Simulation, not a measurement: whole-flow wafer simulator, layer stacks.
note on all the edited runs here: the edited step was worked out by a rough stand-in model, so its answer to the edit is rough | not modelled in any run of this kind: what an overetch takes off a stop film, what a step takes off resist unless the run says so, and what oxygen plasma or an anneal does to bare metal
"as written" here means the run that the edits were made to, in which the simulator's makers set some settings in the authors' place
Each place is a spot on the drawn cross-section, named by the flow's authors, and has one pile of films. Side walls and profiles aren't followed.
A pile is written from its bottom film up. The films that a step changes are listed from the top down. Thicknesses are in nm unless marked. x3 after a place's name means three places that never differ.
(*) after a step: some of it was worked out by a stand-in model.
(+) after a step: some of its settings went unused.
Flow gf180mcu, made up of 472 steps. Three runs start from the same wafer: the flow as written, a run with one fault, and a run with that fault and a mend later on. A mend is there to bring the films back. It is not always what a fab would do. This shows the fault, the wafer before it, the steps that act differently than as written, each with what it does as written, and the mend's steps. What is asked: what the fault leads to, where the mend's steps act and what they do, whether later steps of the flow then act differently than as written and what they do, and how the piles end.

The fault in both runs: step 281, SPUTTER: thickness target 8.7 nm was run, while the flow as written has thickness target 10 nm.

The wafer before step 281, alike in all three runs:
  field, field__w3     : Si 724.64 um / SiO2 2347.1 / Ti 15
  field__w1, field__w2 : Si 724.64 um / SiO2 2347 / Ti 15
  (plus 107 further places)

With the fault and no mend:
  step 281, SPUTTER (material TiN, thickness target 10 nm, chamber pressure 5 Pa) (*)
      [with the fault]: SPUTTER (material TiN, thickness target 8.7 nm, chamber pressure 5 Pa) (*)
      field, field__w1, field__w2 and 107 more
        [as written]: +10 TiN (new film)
        [with the fault]: +8.7 TiN (new film)
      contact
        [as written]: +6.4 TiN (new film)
        [with the fault]: +5.57 TiN (new film)
  Later steps of the flow acting differently than as written (1 other step is not shown; it differs only slightly, by no more than 2% or 0.5 nm, whichever is larger):
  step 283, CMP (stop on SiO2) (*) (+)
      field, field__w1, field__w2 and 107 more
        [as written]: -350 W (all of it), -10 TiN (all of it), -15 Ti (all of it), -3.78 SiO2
        [with the fault]: -350 W (all of it), -8.7 TiN (all of it), -15 Ti (all of it), -3.77 SiO2
  The piles end different from the flow's at contact by more than 2% or 0.5 nm, whichever is larger.
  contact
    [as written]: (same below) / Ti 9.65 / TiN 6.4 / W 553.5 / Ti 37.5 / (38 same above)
    [with the fault]: (same below) / Ti 9.65 / TiN 5.57 / W 554.3 / Ti 37.5 / (38 same above)

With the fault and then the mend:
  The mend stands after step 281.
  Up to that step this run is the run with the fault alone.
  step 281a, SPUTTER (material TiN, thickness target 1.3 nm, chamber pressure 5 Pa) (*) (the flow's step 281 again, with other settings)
      field, field__w1, field__w2 and 107 more
        +1.3 TiN
      contact
        +0.83 TiN
  Later steps of the flow that are run all act as written at every place that is followed.
  At every place that both follow, the piles at the end match the flow's.
